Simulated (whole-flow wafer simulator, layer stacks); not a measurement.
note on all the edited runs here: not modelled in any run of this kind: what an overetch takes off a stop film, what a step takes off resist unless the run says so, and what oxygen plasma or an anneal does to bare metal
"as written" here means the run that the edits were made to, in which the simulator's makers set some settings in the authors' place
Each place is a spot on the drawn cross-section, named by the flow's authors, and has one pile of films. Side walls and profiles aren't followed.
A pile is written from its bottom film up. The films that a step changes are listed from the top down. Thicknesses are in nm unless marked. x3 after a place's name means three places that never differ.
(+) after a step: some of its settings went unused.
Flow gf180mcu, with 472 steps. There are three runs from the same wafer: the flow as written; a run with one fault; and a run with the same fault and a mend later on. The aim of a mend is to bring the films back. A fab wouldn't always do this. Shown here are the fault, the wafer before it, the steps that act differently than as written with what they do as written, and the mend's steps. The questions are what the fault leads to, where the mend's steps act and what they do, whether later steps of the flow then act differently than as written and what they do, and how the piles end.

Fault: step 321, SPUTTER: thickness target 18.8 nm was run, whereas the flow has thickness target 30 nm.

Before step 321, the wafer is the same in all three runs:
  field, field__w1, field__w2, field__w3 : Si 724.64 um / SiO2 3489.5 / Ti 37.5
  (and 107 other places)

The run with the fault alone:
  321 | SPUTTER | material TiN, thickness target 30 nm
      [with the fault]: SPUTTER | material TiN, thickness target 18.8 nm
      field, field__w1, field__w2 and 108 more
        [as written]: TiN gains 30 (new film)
        [with the fault]: TiN gains 18.8 (new film)
  Later steps of the flow acting differently than as written:
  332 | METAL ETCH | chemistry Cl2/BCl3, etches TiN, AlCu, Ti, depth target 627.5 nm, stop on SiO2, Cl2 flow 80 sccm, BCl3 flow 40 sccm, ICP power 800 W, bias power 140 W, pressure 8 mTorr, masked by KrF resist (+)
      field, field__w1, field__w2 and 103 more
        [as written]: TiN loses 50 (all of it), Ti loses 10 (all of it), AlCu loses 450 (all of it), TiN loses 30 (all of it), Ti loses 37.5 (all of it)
        [with the fault]: TiN loses 50 (all of it), Ti loses 10 (all of it), AlCu loses 450 (all of it), TiN loses 18.8 (all of it), Ti loses 37.5 (all of it)
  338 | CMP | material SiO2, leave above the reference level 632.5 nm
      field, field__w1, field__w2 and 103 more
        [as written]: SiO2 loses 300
        [with the fault]: SiO2 loses 311.2
  The piles end different from the flow's at field__w8, contact, m1, m1__w1, m1_nw by more than 2% or 0.5 nm, whichever is larger.
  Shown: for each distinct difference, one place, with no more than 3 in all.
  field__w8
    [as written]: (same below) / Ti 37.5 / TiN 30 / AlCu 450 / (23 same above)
    [with the fault]: (same below) / Ti 37.5 / TiN 18.8 / AlCu 450 / (23 same above)
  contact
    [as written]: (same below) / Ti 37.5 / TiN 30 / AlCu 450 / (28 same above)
    [with the fault]: (same below) / Ti 37.5 / TiN 18.8 / AlCu 450 / (28 same above)

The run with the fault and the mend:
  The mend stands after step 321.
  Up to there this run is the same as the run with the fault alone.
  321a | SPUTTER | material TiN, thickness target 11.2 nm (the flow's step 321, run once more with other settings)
      field, field__w1, field__w2 and 108 more
        TiN gains 11.2
  Later steps of the flow that are run all act as written at every place that is followed.
  The piles end the same as the flow's at every place that both follow.
